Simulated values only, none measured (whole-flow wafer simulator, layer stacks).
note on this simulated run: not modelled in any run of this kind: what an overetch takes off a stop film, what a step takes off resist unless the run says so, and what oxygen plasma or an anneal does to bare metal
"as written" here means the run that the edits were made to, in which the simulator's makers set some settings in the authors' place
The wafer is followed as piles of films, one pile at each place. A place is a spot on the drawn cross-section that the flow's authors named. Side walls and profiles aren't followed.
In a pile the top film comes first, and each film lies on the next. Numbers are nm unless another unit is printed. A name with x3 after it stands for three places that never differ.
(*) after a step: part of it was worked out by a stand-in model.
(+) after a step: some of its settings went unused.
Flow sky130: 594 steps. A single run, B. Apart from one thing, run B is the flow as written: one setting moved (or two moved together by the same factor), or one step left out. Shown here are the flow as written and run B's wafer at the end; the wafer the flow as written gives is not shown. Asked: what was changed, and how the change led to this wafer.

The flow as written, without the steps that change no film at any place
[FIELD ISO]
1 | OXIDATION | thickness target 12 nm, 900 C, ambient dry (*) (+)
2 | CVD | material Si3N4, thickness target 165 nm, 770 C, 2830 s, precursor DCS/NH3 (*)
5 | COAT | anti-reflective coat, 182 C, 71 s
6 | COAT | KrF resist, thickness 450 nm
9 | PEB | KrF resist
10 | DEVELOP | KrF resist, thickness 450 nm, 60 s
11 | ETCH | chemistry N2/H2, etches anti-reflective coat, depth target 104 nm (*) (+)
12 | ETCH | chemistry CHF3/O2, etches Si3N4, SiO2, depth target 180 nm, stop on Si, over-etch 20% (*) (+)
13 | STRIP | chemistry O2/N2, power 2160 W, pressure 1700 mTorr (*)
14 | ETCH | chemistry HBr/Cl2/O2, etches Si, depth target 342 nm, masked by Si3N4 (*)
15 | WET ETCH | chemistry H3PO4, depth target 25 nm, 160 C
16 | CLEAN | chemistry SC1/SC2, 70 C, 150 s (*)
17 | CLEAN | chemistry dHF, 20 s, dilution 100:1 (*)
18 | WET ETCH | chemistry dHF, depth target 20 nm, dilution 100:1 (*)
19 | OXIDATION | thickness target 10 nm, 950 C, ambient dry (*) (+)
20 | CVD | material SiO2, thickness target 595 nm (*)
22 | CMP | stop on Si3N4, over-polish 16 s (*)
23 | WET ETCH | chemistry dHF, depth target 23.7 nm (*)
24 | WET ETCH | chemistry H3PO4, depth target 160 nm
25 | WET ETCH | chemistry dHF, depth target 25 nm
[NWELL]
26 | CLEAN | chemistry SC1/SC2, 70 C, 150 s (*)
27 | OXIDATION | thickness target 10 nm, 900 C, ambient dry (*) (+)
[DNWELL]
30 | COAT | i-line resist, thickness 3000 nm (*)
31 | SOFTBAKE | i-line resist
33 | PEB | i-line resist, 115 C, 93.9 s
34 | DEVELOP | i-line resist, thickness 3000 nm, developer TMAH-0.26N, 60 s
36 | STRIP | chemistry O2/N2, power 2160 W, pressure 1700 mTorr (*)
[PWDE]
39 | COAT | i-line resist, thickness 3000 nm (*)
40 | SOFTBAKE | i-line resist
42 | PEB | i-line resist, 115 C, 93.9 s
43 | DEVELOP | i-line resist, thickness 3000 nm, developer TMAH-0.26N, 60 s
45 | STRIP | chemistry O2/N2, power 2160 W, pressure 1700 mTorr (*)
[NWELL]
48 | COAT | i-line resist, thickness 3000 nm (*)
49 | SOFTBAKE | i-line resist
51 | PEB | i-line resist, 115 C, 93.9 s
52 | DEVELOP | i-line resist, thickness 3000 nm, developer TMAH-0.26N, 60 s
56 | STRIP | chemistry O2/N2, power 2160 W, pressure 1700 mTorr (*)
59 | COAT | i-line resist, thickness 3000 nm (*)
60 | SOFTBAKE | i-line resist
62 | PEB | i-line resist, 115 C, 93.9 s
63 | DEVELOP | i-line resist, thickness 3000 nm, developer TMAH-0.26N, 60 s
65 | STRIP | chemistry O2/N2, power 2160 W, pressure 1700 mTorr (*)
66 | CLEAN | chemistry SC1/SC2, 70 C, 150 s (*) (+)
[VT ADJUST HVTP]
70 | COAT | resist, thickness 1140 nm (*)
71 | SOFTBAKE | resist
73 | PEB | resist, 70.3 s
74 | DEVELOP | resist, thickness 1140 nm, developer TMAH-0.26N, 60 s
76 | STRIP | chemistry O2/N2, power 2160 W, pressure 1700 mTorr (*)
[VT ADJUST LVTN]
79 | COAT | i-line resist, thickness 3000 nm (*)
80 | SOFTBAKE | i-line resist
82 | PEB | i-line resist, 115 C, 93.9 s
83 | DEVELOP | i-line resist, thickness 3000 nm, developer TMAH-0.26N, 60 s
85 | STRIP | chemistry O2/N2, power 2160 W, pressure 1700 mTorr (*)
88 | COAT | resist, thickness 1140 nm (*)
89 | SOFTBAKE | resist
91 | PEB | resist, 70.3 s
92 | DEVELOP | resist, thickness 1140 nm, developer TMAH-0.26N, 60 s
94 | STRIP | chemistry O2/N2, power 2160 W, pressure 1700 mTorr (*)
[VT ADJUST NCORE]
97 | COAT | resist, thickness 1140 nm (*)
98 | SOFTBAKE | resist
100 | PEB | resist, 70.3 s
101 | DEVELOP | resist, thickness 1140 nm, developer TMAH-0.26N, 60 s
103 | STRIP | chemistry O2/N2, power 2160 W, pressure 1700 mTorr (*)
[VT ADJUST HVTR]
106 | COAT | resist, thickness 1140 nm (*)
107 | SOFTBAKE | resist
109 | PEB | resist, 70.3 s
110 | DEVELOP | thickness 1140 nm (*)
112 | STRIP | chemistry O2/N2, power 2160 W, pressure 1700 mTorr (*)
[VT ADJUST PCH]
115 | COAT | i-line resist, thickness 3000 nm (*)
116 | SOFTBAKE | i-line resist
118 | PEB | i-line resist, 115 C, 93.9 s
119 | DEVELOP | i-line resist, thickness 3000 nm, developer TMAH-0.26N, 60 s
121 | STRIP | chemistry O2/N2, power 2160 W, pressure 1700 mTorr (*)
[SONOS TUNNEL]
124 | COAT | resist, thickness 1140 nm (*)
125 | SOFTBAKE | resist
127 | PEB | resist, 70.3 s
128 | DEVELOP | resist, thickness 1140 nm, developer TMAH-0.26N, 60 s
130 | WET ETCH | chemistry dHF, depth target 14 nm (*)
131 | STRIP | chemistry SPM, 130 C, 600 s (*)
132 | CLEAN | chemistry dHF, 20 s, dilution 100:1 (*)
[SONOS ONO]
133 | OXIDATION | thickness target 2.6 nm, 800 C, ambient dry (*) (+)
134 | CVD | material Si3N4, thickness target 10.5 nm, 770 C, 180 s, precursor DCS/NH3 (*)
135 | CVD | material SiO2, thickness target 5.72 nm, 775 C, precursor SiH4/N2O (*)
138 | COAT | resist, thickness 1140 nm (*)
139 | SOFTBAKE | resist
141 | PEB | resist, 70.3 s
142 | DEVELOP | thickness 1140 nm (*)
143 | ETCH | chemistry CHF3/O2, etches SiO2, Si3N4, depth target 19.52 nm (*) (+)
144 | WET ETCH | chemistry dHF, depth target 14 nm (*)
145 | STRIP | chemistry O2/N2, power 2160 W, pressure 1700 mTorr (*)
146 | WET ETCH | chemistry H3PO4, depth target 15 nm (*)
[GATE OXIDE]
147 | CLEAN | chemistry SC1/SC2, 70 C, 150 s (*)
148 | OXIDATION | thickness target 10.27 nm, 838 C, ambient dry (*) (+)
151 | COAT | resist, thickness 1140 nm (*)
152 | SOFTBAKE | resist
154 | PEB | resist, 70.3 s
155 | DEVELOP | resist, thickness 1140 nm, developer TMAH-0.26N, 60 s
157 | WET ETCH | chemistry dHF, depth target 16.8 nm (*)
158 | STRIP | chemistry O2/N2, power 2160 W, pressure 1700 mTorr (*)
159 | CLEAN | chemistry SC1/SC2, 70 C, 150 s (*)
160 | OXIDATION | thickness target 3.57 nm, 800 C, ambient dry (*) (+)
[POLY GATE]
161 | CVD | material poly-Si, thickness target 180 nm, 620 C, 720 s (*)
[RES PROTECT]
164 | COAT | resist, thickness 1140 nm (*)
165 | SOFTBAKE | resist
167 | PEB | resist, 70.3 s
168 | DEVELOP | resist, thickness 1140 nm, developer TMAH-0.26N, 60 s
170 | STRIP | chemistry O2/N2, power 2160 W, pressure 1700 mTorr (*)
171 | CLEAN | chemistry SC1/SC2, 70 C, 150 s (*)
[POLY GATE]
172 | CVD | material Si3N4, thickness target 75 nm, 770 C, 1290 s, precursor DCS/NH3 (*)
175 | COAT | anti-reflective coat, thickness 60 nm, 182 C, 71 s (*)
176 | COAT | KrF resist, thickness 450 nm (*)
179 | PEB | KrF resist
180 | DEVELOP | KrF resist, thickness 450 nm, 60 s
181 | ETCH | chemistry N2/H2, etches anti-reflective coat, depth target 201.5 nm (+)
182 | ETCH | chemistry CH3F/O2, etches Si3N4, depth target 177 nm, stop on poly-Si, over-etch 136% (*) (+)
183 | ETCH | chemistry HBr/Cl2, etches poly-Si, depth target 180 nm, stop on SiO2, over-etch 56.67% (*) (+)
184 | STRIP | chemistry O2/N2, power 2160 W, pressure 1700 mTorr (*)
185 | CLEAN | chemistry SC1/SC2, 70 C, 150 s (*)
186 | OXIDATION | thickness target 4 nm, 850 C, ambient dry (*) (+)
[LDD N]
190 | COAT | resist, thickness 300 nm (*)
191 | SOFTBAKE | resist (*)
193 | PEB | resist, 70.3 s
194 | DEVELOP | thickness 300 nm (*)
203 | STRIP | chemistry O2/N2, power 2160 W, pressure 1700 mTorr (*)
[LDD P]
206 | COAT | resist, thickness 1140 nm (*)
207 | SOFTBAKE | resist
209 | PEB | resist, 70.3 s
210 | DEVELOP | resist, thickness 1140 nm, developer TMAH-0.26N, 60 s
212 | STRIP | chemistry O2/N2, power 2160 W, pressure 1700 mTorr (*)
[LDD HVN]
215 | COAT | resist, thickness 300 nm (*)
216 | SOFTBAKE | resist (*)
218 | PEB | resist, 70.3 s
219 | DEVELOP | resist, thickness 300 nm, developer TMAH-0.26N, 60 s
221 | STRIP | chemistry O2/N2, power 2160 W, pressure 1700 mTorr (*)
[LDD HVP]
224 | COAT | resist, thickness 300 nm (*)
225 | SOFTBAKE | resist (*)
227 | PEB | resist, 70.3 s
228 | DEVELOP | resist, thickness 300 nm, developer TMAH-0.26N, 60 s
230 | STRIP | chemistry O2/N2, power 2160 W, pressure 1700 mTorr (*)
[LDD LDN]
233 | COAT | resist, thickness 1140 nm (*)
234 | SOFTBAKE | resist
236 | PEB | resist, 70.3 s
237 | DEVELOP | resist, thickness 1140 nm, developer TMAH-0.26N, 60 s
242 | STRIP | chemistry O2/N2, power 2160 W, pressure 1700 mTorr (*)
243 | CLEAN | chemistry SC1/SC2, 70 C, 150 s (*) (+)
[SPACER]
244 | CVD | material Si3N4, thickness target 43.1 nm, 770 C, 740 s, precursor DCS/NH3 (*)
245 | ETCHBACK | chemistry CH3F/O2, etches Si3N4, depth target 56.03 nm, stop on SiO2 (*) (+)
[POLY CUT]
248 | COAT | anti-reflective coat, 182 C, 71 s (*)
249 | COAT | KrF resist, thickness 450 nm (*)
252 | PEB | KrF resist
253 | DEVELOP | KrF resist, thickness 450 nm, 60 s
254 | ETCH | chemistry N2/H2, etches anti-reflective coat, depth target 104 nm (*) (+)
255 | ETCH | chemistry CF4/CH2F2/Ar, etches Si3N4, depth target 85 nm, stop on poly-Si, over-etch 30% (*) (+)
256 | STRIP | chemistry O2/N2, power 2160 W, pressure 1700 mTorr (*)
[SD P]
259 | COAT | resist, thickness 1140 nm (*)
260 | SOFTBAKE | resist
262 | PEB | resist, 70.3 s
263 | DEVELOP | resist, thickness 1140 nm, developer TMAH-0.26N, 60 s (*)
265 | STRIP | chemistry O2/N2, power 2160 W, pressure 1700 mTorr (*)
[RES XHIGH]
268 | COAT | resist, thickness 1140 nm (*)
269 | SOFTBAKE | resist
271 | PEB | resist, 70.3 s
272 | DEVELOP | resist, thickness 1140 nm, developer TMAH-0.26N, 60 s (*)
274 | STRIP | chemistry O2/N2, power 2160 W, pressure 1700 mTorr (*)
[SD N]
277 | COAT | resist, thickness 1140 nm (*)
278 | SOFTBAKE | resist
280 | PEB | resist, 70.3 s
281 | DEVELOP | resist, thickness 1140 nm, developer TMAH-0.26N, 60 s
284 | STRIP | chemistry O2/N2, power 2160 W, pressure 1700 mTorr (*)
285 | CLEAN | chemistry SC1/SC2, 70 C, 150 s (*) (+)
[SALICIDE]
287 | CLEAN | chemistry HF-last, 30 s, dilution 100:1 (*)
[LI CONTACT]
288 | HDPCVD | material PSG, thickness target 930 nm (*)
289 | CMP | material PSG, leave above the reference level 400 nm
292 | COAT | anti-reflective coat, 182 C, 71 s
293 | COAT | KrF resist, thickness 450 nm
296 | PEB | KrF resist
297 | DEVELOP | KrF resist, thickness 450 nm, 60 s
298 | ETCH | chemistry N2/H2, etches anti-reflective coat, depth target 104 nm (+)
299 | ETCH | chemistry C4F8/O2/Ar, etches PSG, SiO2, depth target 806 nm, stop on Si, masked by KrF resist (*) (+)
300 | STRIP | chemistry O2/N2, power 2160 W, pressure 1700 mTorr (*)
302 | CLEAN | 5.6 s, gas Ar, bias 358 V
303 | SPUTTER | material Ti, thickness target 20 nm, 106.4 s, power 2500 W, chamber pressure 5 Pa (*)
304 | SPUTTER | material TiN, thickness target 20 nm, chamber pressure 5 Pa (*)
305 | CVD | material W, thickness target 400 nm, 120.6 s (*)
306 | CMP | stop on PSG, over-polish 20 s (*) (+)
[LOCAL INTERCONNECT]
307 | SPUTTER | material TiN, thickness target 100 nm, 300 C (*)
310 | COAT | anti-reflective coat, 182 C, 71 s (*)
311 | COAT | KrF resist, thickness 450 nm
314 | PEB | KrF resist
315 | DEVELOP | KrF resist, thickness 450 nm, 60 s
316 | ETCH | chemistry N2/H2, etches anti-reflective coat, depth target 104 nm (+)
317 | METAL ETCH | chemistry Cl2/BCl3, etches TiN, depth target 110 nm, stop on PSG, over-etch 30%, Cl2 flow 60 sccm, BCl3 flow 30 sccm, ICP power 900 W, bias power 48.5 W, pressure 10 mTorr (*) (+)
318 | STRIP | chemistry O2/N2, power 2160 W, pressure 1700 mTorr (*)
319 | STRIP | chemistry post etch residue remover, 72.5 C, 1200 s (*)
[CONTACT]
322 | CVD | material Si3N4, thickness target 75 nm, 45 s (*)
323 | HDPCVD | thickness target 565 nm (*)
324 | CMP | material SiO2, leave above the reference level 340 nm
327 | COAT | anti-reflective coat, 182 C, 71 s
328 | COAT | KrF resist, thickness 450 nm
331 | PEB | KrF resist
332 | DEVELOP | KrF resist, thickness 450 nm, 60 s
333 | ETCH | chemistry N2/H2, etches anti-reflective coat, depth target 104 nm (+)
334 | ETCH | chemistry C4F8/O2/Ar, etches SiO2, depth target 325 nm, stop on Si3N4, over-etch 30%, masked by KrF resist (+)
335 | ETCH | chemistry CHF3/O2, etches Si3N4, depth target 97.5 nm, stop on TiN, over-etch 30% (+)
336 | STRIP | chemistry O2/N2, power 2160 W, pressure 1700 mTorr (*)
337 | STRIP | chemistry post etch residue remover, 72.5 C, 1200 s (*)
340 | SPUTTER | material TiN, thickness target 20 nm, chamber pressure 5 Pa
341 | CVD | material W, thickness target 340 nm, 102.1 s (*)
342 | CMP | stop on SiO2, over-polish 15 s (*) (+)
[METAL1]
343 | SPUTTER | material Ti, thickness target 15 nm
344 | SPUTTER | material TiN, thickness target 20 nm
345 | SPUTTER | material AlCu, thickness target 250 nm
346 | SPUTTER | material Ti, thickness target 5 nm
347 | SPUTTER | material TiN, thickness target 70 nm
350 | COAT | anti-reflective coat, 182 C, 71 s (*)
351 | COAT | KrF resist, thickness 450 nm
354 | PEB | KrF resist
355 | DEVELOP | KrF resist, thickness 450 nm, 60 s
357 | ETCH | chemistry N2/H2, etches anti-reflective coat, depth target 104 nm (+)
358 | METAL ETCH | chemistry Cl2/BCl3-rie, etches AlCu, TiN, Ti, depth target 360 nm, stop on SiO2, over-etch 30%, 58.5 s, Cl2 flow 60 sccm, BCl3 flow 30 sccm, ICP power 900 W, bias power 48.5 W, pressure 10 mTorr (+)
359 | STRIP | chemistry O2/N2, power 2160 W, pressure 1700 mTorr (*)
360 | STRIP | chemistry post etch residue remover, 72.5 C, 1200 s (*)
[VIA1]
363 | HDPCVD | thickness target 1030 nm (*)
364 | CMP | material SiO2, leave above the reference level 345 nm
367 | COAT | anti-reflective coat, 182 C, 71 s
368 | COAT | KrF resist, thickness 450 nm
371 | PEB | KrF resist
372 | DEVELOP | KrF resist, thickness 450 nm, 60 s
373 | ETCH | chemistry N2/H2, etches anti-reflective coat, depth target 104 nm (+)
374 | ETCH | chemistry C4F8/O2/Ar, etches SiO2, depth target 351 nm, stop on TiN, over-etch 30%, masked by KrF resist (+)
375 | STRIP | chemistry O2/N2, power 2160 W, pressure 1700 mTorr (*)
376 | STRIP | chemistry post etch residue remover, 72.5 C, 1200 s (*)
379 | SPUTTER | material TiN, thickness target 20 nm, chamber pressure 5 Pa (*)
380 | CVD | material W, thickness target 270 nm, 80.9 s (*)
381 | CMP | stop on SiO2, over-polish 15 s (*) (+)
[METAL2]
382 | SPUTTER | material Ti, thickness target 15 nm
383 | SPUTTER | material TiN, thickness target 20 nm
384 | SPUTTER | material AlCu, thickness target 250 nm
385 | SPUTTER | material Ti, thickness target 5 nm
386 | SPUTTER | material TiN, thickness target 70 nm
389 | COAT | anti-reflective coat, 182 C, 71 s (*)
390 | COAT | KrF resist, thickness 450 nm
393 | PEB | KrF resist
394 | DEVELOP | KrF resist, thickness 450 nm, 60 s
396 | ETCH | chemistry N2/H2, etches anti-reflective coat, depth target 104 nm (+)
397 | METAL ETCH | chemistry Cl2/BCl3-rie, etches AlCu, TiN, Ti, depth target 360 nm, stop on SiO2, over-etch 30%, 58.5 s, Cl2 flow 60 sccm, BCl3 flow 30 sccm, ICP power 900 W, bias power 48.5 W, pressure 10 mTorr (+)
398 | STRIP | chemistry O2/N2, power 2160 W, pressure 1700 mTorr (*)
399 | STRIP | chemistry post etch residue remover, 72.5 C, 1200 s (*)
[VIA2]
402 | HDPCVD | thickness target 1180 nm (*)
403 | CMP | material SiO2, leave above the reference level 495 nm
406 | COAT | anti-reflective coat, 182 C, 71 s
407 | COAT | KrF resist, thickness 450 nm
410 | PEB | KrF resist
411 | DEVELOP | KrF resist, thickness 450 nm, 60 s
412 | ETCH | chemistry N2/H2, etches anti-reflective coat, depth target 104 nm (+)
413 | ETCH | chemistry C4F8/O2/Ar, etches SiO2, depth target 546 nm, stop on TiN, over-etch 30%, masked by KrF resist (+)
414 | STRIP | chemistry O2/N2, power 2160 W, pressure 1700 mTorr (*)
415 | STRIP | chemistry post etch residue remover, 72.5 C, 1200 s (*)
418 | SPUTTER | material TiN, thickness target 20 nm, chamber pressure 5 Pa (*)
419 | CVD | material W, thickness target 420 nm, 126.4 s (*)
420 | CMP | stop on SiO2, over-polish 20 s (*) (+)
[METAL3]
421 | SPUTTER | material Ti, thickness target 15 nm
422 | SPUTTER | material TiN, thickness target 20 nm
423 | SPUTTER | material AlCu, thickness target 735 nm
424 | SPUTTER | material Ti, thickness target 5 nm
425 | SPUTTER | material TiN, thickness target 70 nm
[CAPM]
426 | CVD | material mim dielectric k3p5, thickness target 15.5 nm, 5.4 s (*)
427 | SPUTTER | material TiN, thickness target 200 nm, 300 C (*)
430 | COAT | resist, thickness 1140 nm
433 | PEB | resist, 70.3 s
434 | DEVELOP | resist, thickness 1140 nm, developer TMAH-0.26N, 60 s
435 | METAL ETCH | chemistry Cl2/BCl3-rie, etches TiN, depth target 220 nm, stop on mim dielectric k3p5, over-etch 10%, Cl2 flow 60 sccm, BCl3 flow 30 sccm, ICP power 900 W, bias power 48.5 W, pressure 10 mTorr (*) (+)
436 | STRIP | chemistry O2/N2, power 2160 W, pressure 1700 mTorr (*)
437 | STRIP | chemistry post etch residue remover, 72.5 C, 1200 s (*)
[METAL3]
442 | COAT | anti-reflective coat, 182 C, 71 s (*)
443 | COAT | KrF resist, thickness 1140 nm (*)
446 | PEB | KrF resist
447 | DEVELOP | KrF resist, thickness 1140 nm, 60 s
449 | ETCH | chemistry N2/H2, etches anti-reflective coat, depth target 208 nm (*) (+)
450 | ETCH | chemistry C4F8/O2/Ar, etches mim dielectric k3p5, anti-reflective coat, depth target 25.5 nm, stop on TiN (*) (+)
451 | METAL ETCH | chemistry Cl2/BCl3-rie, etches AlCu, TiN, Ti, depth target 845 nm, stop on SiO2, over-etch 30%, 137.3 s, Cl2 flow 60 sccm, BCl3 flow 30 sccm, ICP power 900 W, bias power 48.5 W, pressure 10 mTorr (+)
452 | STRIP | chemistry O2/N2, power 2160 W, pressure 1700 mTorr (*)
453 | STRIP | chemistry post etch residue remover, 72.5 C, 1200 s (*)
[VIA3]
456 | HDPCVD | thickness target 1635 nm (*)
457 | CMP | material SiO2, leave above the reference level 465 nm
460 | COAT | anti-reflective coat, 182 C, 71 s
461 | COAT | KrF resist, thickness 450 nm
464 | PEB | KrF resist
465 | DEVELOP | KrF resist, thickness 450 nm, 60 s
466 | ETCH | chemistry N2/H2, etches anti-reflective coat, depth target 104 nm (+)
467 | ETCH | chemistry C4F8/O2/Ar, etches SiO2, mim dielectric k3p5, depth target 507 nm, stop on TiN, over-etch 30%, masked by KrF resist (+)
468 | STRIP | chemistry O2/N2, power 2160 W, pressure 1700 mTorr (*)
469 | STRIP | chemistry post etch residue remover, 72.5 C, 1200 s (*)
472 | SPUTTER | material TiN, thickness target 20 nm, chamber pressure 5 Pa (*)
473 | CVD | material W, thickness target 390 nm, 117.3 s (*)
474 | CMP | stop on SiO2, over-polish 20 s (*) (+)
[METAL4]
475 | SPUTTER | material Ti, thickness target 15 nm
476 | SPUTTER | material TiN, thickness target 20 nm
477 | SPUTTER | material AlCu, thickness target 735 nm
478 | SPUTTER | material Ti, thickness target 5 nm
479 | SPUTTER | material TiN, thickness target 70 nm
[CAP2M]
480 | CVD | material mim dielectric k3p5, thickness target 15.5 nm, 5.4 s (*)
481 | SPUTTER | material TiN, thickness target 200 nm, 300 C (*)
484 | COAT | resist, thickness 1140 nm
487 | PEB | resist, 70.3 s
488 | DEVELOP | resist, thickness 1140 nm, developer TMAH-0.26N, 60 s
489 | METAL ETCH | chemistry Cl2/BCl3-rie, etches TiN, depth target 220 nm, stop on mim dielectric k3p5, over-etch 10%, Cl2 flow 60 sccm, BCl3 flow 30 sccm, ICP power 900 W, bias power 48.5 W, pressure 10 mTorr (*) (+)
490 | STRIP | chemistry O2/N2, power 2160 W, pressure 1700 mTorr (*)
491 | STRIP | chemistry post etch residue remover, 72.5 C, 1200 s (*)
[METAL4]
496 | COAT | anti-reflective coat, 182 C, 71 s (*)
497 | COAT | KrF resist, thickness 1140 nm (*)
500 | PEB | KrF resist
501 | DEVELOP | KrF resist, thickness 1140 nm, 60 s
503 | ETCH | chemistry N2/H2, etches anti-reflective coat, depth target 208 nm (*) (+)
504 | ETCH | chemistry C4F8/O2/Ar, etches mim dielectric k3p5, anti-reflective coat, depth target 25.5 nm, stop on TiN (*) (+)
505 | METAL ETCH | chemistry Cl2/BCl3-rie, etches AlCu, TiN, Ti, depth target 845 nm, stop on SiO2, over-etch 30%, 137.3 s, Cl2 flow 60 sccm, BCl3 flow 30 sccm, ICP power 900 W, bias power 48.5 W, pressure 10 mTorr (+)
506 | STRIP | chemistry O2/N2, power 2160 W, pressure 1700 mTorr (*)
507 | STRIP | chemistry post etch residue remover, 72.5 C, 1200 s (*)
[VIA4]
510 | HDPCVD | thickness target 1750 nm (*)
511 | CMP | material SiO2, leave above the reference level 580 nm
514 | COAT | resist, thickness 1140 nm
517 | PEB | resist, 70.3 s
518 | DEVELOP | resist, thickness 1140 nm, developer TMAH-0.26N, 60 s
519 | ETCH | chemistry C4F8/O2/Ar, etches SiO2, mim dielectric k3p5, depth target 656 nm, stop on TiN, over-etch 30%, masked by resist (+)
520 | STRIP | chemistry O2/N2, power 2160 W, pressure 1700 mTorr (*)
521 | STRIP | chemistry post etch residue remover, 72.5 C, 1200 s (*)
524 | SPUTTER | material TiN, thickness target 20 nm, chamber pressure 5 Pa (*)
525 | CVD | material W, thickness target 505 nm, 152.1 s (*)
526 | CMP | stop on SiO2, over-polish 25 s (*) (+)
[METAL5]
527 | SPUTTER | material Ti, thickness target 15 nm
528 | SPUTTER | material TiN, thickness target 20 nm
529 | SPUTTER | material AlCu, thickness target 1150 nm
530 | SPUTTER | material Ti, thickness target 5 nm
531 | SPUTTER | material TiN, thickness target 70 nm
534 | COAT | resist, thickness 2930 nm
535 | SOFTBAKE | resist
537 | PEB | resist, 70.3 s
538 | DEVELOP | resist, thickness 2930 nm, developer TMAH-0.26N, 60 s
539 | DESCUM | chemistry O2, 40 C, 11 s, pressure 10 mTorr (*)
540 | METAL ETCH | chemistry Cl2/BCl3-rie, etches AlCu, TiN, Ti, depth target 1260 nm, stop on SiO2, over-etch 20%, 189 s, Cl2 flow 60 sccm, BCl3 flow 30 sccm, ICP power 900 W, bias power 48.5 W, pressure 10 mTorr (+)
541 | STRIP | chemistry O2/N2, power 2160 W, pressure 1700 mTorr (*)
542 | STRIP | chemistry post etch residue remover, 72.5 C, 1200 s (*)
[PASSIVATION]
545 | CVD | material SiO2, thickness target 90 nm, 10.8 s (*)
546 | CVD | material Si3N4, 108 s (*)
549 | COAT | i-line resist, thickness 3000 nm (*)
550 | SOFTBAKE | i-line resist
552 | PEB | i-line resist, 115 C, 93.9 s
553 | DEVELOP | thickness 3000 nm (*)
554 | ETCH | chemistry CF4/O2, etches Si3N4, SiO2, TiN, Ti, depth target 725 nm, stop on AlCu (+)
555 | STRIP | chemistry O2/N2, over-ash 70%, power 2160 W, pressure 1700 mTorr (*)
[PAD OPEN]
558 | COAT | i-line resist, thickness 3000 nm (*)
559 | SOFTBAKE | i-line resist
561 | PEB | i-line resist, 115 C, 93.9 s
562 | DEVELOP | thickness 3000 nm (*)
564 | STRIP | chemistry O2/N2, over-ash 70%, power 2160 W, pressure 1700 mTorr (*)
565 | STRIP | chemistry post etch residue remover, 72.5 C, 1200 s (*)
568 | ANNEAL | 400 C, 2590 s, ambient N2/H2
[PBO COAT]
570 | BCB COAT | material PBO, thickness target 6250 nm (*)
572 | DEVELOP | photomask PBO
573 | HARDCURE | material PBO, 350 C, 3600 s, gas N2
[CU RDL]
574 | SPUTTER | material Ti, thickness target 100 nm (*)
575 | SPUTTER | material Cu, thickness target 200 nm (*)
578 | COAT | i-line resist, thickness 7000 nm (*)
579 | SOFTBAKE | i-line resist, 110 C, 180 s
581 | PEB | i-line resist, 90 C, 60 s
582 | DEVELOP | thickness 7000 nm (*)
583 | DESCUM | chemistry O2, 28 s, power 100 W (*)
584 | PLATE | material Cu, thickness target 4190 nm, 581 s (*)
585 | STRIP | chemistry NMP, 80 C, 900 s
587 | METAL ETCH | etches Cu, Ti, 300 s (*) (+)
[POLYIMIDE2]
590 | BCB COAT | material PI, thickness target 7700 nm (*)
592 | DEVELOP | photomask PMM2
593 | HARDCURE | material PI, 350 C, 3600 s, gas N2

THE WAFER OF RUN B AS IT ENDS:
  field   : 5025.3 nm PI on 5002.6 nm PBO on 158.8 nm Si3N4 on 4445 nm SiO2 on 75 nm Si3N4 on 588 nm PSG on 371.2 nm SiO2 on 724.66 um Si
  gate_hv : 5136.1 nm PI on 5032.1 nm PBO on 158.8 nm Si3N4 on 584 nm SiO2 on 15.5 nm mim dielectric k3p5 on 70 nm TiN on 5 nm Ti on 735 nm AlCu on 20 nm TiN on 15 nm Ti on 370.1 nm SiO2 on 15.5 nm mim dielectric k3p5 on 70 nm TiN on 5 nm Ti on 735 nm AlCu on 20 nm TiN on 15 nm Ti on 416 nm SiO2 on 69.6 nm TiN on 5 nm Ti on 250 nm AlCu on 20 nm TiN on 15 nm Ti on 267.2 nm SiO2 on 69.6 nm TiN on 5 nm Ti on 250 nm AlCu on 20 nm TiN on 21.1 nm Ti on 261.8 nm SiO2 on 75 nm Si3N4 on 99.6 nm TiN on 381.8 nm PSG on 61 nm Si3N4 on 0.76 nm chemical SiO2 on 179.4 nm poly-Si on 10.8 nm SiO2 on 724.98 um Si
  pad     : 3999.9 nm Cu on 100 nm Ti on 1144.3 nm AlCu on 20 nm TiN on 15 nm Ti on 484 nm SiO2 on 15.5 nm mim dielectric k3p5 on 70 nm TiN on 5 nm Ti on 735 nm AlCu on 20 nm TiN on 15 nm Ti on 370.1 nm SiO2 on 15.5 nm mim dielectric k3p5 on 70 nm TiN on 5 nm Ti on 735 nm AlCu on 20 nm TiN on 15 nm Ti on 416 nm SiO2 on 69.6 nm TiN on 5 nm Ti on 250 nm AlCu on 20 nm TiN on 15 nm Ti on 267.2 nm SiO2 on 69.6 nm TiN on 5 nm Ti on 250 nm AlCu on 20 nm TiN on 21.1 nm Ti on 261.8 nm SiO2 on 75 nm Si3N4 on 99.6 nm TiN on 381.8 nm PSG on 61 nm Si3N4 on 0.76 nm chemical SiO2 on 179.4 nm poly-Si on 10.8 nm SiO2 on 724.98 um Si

The reason: step 343, SPUTTER: thickness target 21.1 nm was run, though the flow has thickness target 15 nm.
The wafer itself shows it: gate_hv has Ti 21.1, and step 343 as written asks for 15 nm.

How this came from the change, step by step:
  343 | SPUTTER | material Ti, thickness target 15 nm
      field, active, n_well and 188 more: +21.1 Ti (new film) (as written it would have been: +15 Ti (new film))
  358 | METAL ETCH | chemistry Cl2/BCl3-rie, etches AlCu, TiN, Ti, depth target 360 nm, stop on SiO2, over-etch 30%, 58.5 s, Cl2 flow 60 sccm, BCl3 flow 30 sccm, ICP power 900 W, bias power 48.5 W, pressure 10 mTorr (+)
      field, active, gate and 81 more: -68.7 TiN (all of it), -5 Ti (all of it), -250 AlCu (all of it), -20 TiN (all of it), -21.1 Ti (all of it), -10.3 SiO2 (as written it would have been: -68.7 TiN (all of it), -5 Ti (all of it), -250 AlCu (all of it), -20 TiN (all of it), -15 Ti (all of it), -10.9 SiO2)
